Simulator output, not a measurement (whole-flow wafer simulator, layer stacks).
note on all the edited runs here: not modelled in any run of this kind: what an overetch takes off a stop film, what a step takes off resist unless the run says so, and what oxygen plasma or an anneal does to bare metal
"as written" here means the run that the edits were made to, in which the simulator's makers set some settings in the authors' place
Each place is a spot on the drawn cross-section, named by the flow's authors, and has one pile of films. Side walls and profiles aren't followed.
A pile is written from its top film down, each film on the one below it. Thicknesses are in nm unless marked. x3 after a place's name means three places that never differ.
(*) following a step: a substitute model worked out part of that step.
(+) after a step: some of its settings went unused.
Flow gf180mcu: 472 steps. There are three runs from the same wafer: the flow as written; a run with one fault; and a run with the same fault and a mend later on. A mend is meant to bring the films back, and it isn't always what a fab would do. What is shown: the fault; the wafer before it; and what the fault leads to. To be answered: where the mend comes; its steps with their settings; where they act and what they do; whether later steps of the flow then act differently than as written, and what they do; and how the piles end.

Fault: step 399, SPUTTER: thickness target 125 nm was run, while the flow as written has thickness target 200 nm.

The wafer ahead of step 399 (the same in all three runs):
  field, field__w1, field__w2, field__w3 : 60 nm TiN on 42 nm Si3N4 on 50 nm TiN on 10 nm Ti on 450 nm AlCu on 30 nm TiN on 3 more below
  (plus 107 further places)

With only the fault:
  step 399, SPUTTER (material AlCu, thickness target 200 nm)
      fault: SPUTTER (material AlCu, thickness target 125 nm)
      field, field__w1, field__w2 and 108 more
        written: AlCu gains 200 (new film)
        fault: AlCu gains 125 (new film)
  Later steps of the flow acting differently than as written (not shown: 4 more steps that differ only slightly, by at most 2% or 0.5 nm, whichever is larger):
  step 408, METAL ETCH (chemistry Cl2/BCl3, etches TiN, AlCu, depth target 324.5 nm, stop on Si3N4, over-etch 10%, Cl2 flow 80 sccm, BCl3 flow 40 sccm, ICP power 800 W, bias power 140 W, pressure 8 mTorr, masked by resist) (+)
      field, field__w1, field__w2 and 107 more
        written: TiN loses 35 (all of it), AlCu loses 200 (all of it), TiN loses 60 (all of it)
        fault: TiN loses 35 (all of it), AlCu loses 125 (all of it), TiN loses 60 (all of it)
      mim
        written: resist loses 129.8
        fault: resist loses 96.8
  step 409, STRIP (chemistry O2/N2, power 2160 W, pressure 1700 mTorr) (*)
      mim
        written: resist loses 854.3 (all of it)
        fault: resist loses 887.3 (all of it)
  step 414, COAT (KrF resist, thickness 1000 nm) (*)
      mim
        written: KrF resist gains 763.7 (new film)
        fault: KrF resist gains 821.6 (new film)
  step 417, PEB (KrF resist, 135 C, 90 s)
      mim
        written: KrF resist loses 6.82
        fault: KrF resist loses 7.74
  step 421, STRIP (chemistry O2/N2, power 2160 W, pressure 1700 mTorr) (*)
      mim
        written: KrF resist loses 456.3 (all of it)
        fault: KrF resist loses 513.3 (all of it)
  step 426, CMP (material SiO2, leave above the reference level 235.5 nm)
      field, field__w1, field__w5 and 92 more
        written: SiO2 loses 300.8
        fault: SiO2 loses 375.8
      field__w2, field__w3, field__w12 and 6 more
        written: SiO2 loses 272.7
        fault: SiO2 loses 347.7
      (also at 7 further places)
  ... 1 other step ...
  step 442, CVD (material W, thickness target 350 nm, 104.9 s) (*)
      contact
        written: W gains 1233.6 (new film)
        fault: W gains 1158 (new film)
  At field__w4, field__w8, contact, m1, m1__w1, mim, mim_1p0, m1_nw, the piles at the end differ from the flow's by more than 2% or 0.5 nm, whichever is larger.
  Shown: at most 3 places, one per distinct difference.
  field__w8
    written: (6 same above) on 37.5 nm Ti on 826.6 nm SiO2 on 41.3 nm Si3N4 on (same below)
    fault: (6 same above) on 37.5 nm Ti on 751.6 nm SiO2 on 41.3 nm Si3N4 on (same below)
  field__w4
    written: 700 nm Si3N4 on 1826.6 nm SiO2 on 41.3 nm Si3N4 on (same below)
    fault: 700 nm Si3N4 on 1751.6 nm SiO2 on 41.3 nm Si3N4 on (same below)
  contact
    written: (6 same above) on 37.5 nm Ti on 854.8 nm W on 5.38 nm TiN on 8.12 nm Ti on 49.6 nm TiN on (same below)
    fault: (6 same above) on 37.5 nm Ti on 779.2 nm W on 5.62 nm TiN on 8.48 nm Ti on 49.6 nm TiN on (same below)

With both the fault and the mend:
  The mend follows step 399.
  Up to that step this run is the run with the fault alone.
  step 399a, SPUTTER (material AlCu, thickness target 75 nm) (a further turn of the flow's step 399, with different settings)
      field, field__w1, field__w2 and 108 more
        AlCu gains 75
  Later steps of the flow that are run all act as written at every place that is followed.
  At every place that both follow, the piles at the end match the flow's.
